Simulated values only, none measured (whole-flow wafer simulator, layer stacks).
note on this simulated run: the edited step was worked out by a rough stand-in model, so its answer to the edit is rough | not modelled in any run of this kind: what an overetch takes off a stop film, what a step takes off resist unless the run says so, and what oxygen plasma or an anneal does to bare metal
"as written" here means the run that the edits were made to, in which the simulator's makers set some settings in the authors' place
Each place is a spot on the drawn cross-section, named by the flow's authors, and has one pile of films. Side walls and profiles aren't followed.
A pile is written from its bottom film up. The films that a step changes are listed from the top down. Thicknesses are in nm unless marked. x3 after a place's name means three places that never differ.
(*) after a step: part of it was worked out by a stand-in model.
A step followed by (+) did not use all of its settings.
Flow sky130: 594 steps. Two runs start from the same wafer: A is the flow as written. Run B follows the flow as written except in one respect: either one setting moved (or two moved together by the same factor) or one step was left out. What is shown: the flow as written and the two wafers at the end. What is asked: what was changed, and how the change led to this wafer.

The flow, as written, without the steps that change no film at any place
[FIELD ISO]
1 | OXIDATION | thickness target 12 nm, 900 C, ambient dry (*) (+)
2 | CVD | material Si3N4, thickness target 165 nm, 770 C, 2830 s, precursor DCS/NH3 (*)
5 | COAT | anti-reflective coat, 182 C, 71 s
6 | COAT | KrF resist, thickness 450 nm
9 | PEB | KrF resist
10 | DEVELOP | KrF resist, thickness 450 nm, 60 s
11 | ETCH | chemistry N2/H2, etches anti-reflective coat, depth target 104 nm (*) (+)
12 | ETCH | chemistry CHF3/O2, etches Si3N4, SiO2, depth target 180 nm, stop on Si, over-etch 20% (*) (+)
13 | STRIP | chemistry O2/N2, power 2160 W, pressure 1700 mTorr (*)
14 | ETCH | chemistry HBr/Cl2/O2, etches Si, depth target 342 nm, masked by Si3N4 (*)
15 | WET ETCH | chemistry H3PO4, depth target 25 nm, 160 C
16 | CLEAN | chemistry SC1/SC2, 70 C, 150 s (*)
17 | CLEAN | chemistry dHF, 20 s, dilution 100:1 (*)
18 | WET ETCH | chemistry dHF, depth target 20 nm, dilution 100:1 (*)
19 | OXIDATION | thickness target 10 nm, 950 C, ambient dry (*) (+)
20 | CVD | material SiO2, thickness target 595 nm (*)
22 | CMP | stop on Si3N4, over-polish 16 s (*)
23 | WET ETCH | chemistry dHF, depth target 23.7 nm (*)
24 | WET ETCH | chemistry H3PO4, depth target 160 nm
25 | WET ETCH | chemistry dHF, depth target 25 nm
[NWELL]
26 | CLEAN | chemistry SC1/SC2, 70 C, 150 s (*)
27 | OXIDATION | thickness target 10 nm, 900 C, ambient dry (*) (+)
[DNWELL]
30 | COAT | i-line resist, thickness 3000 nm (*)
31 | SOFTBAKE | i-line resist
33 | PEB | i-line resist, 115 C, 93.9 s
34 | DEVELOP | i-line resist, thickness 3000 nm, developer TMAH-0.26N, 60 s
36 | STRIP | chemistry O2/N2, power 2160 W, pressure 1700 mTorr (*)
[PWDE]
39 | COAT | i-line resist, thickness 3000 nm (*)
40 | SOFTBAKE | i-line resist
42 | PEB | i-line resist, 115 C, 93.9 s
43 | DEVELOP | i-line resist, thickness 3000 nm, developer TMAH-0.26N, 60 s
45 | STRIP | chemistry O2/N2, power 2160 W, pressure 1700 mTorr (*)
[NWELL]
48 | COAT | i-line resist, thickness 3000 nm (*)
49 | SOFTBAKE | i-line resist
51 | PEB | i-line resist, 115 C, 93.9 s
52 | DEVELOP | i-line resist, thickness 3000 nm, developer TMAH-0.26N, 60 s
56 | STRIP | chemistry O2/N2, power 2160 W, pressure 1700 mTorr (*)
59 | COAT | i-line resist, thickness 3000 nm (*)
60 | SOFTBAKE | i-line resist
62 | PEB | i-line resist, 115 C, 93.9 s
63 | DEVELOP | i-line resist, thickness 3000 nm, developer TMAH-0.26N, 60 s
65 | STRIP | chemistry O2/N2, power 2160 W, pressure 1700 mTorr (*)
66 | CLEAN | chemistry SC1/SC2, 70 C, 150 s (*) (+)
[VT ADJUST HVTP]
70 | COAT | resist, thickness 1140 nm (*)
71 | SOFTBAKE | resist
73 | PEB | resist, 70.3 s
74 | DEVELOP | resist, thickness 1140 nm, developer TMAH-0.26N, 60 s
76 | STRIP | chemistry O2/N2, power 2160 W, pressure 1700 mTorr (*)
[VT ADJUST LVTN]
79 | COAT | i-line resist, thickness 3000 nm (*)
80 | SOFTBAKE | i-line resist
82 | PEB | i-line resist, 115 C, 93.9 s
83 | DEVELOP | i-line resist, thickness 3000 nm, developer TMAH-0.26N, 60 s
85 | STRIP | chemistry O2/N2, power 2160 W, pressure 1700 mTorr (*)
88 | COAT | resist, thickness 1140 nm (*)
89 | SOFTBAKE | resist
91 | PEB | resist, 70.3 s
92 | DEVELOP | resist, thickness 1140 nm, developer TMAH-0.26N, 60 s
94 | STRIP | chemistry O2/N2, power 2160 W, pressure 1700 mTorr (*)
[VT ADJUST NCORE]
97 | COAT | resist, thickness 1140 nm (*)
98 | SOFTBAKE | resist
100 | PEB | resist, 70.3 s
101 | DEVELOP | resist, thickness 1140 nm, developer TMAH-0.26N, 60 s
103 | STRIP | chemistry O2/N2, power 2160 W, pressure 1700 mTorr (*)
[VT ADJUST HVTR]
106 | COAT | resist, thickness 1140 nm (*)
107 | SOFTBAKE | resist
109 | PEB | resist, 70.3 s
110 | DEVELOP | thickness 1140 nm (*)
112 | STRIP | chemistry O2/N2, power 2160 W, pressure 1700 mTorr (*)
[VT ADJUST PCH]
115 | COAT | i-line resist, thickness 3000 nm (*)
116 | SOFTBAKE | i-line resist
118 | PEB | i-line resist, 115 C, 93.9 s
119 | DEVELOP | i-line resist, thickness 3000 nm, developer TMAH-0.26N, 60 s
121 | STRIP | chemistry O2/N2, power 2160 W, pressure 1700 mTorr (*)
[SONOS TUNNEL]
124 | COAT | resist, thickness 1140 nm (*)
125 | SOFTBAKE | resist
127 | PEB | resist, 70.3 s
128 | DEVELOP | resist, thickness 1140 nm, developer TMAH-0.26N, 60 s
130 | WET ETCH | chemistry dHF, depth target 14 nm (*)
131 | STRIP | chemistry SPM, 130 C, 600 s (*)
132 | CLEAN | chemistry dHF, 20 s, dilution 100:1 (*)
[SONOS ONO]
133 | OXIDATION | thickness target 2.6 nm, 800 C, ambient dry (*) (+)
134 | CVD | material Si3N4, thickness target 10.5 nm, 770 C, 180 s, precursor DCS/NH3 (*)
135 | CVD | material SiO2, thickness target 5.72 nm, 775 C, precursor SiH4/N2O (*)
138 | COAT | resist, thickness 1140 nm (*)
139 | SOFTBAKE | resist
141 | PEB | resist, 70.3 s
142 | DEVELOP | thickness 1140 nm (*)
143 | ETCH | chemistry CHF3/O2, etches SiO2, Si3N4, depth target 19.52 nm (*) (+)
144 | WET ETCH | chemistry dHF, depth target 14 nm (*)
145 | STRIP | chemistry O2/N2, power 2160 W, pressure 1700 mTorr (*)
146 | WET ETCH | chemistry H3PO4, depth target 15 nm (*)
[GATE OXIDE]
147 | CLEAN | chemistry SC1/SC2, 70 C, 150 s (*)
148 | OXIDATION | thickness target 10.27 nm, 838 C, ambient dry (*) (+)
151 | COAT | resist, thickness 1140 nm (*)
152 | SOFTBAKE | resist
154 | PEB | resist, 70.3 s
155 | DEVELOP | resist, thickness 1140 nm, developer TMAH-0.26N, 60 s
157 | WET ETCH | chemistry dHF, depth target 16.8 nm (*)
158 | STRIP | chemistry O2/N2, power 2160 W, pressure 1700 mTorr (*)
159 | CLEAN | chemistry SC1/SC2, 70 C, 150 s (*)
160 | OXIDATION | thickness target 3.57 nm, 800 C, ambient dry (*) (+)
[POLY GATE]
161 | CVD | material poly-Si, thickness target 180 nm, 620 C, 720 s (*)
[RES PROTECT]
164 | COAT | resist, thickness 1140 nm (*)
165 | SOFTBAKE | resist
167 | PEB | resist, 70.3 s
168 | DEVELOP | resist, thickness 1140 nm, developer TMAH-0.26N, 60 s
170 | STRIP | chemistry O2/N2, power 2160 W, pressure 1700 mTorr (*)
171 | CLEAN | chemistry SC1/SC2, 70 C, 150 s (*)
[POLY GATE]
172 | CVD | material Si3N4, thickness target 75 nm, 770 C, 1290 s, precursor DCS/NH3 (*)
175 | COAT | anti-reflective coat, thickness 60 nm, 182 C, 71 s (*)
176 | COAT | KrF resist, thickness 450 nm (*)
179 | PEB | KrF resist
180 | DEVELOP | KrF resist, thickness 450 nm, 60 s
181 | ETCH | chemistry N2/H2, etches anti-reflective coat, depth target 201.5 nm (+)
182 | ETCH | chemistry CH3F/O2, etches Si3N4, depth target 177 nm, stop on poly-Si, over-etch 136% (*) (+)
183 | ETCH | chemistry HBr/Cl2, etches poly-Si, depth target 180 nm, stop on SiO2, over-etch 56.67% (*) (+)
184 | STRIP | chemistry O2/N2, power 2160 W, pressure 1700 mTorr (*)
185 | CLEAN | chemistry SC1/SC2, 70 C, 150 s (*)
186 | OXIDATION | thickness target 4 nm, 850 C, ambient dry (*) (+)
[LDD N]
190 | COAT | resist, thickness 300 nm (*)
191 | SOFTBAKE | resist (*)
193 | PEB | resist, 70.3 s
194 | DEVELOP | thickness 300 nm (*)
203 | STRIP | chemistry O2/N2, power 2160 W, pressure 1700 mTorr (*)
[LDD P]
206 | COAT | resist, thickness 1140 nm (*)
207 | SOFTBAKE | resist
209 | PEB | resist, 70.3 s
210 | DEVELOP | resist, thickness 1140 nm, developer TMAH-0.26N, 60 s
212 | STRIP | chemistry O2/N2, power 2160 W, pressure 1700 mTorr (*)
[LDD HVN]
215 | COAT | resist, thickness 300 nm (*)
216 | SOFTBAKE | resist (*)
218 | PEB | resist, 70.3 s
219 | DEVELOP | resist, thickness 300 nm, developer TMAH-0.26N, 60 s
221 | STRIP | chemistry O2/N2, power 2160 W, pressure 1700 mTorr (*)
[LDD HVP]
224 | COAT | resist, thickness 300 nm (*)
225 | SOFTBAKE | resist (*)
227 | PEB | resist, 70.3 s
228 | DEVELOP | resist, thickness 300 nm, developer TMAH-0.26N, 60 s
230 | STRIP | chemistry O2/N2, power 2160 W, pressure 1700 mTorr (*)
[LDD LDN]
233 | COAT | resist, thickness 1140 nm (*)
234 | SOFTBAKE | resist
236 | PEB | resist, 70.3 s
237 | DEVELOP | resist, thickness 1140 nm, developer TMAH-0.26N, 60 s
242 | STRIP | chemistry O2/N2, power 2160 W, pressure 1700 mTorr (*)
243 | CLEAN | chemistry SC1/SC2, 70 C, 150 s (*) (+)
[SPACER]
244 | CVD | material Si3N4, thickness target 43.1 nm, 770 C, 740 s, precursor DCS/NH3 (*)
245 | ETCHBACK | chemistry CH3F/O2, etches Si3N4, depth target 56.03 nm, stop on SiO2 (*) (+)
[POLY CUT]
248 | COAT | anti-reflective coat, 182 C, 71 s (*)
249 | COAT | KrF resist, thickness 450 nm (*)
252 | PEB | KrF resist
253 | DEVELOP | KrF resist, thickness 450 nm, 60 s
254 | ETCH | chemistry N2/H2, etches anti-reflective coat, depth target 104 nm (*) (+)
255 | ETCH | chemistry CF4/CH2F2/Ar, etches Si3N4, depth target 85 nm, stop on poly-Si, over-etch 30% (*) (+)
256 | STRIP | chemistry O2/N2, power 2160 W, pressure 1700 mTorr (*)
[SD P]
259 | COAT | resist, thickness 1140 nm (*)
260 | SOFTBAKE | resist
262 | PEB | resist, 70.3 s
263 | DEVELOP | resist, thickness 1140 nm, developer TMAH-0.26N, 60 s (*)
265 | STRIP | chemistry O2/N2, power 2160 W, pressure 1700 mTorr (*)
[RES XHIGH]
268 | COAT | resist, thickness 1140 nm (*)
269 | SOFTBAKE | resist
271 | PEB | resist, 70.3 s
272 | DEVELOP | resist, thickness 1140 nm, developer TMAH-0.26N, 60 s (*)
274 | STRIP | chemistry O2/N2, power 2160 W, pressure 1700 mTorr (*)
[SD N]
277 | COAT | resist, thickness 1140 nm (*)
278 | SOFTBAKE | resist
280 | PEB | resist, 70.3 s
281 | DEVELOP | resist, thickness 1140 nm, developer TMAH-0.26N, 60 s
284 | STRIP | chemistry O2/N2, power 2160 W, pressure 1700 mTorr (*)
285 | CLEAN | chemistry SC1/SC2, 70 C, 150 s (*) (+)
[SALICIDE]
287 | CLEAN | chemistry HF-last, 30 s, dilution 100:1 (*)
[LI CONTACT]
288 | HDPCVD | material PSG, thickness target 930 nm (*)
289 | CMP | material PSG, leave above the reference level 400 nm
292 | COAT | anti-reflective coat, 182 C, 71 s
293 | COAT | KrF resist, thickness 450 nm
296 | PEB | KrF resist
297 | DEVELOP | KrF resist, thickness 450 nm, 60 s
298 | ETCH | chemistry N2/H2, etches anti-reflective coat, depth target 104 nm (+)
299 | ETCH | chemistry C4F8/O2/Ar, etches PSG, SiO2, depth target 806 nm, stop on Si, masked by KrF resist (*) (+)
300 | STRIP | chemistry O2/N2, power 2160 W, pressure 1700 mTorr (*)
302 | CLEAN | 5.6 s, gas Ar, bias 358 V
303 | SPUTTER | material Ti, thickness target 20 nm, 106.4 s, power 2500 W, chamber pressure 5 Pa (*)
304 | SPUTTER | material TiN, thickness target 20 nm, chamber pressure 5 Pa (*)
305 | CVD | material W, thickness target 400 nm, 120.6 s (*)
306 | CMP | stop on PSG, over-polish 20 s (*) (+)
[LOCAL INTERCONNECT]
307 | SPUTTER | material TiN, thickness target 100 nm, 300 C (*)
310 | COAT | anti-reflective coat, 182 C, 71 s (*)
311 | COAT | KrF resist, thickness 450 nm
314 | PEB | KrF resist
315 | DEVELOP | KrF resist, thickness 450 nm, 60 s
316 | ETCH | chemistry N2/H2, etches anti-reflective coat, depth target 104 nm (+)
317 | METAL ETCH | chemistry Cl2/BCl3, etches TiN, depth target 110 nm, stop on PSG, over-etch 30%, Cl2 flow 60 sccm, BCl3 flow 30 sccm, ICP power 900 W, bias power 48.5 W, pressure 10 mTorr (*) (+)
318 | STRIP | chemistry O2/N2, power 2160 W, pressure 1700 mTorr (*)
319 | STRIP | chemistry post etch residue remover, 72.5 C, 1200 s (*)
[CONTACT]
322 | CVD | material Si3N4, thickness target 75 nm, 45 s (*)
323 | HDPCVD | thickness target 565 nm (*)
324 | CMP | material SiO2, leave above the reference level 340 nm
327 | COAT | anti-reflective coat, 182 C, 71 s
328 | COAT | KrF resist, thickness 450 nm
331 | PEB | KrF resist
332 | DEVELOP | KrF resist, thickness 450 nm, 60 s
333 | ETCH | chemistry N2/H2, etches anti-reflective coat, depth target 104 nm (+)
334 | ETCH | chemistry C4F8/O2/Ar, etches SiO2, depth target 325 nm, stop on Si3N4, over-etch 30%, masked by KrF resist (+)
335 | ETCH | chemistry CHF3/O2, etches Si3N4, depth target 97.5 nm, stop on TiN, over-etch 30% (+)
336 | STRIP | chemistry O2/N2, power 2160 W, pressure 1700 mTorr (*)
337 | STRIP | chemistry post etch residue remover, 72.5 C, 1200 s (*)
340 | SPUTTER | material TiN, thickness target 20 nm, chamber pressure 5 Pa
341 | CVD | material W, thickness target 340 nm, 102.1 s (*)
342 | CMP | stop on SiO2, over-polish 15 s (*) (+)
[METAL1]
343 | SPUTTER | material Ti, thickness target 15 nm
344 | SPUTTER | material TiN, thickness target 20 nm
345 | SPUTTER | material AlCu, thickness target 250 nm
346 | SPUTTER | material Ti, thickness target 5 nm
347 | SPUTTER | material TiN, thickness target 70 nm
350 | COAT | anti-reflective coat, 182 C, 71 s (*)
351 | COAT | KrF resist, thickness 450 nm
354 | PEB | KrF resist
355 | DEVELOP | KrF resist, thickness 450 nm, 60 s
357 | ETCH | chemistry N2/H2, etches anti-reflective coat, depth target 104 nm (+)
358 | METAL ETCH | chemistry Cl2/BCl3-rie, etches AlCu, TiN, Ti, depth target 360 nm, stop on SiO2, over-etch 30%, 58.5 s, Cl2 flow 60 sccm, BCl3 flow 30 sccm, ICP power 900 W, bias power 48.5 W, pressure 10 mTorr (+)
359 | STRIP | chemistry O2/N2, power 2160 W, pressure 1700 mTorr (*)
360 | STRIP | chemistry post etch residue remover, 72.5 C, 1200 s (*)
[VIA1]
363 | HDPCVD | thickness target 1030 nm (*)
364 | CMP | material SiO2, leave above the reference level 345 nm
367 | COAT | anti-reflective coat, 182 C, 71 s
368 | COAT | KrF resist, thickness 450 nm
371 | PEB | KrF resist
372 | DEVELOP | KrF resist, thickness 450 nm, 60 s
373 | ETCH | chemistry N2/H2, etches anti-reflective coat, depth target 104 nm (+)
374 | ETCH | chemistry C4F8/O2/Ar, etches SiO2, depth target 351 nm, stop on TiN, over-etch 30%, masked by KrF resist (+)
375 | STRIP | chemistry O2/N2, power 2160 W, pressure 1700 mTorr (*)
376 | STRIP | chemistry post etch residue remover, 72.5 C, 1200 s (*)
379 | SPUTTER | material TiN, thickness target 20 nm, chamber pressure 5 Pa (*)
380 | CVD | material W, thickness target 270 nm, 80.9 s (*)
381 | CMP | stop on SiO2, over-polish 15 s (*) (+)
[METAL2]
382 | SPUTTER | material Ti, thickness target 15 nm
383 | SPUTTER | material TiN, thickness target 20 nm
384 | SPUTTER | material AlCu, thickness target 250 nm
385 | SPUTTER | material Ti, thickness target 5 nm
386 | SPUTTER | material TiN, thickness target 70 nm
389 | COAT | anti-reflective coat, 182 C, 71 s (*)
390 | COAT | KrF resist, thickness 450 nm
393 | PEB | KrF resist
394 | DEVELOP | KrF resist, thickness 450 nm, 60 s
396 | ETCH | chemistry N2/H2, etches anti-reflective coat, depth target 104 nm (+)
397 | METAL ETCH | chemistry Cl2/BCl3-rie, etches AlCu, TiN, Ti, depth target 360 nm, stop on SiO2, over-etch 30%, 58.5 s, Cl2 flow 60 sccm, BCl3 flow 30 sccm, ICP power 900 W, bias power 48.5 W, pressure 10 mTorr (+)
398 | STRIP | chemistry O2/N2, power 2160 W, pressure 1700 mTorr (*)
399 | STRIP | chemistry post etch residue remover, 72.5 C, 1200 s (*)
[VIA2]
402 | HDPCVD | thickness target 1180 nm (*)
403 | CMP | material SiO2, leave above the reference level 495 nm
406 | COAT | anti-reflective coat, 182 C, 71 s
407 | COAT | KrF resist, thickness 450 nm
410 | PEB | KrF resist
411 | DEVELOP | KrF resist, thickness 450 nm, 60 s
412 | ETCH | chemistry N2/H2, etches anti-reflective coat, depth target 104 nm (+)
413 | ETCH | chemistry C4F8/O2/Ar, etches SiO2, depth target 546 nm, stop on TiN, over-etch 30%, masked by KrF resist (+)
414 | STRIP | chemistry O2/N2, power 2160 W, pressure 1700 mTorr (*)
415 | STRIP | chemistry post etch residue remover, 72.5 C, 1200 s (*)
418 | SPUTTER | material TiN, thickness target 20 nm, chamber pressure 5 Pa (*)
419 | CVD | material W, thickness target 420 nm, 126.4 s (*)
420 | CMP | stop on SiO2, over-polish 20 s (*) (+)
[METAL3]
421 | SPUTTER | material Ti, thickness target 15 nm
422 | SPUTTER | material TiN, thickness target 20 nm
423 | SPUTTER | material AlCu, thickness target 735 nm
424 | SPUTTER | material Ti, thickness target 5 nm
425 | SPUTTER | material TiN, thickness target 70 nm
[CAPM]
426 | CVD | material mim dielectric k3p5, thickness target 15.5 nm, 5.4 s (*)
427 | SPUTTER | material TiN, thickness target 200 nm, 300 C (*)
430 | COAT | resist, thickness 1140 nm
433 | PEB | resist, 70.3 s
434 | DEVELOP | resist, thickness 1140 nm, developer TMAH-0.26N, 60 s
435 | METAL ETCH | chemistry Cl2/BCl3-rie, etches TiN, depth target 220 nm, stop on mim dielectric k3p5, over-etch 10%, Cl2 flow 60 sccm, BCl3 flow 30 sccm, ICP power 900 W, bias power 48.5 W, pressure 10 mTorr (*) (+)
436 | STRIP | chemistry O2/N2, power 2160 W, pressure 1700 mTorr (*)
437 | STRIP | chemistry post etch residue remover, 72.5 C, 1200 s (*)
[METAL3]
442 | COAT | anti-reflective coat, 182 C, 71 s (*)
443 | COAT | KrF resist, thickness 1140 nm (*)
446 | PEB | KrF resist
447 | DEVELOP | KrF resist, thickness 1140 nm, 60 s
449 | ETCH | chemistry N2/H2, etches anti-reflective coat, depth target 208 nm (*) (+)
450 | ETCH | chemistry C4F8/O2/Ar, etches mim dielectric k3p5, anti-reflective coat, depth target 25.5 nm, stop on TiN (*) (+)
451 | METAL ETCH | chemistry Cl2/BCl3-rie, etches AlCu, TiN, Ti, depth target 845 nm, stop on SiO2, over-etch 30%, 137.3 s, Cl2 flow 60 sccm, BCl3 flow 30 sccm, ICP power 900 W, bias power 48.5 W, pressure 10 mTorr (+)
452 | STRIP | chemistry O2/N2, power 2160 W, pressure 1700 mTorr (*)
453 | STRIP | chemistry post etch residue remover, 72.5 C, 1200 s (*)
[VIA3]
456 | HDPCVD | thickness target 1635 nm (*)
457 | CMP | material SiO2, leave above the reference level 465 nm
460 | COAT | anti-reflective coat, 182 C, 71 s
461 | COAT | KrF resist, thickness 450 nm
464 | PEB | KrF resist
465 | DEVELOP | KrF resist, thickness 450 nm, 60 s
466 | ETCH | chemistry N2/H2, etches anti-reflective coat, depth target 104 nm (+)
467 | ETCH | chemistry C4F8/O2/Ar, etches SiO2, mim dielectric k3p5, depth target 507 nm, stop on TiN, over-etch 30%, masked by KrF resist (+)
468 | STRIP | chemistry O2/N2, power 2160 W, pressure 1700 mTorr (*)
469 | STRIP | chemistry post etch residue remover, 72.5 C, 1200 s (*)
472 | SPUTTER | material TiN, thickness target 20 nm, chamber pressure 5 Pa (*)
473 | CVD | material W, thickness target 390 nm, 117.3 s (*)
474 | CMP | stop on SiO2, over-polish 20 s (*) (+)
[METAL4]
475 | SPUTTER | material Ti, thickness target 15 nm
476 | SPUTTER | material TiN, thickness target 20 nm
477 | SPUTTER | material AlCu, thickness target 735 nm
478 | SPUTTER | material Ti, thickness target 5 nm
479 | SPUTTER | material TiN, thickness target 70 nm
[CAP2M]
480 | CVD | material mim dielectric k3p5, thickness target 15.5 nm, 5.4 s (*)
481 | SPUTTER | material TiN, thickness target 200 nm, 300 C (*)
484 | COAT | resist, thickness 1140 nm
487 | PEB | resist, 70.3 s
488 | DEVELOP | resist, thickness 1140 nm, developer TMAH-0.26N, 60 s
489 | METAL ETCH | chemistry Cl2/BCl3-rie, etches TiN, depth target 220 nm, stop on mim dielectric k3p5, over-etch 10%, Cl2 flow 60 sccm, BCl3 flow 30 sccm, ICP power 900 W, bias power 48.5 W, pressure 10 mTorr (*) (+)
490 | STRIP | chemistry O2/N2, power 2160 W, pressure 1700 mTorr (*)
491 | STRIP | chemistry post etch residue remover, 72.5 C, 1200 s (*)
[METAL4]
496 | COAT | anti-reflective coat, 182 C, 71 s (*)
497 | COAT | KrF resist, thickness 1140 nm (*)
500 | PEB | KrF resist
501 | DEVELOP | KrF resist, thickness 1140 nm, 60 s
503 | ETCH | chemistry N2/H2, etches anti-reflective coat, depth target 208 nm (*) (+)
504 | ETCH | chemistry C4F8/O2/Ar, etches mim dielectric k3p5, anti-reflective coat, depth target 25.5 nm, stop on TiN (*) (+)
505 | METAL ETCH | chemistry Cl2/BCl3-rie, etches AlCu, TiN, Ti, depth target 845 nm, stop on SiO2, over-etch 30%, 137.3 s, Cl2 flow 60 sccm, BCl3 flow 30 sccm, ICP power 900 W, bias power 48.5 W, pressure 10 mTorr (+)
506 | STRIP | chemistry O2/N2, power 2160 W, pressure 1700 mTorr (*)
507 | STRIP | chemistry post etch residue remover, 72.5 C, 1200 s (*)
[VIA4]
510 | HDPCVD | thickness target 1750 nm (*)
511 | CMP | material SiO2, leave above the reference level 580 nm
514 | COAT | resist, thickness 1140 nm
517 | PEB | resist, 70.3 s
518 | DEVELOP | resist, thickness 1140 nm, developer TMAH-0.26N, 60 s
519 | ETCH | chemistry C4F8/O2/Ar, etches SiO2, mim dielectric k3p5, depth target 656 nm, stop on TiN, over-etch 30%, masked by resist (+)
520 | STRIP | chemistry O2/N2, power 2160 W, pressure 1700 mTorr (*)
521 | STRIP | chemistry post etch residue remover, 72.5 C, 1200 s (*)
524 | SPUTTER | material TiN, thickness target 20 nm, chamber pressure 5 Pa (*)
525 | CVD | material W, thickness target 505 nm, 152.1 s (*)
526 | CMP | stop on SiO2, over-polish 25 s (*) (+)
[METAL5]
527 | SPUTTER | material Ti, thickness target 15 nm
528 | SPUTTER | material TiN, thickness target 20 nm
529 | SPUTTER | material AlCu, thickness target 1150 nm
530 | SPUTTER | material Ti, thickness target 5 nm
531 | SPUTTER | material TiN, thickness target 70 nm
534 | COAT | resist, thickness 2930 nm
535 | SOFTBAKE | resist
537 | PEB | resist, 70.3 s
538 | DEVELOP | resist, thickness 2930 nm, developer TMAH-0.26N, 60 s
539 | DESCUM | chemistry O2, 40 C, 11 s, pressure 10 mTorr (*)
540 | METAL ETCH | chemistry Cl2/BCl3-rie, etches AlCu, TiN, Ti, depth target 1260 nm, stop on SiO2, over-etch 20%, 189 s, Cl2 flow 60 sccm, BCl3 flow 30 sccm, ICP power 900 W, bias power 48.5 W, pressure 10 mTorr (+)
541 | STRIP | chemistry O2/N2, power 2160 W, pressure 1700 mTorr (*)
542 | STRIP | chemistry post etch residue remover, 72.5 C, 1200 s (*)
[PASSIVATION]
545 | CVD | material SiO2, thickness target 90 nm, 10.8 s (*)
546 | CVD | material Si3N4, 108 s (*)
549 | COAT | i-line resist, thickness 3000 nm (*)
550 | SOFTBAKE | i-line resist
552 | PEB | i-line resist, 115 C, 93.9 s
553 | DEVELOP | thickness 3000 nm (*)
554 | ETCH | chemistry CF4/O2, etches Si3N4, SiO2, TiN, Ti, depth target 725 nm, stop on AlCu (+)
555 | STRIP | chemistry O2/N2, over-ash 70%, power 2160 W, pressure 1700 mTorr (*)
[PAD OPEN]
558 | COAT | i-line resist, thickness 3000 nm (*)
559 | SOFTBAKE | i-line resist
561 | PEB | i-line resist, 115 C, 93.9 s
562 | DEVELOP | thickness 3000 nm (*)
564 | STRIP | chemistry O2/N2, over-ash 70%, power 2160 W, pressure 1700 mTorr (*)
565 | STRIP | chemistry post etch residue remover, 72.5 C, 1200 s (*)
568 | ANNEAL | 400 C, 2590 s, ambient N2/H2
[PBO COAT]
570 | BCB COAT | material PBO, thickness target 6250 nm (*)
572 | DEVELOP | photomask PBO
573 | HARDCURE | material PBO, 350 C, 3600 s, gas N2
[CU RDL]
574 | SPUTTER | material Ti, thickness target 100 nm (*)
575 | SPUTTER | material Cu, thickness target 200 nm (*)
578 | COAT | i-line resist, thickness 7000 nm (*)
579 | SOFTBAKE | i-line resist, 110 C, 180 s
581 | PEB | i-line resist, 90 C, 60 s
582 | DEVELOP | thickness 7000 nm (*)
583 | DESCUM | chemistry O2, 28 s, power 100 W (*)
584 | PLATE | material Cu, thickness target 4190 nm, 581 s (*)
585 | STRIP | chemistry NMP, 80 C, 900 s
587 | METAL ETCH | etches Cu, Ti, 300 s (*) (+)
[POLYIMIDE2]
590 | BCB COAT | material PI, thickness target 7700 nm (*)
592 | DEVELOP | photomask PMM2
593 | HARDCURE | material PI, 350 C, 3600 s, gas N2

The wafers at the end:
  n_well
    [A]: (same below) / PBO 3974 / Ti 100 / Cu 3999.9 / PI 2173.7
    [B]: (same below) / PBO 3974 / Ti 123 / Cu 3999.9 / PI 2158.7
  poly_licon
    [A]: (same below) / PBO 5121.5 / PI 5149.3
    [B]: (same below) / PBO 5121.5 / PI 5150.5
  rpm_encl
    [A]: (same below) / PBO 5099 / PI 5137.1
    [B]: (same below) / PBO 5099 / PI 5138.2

Cause: step 574, SPUTTER: thickness target 123 nm was run, though the flow has thickness target 100 nm.
One can read it off the wafer: n_well has Ti 123, and step 574 as written asks for 100 nm.

The path from the change to this, step by step:
  574 | SPUTTER | material Ti, thickness target 100 nm (*)
      field, active, n_well and 190 more: A +100 Ti (new film) | B +123 Ti (new film)
  587 | METAL ETCH | etches Cu, Ti, 300 s (*) (+)
      field, active, gate and 167 more: A -200 Cu (all of it), -100 Ti (all of it) | B -200 Cu (all of it), -123 Ti (all of it)
  590 | BCB COAT | material PI, thickness target 7700 nm (*)
      de16_gate_nw: A +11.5 um PI (new film) | B +11.52 um PI (new film)
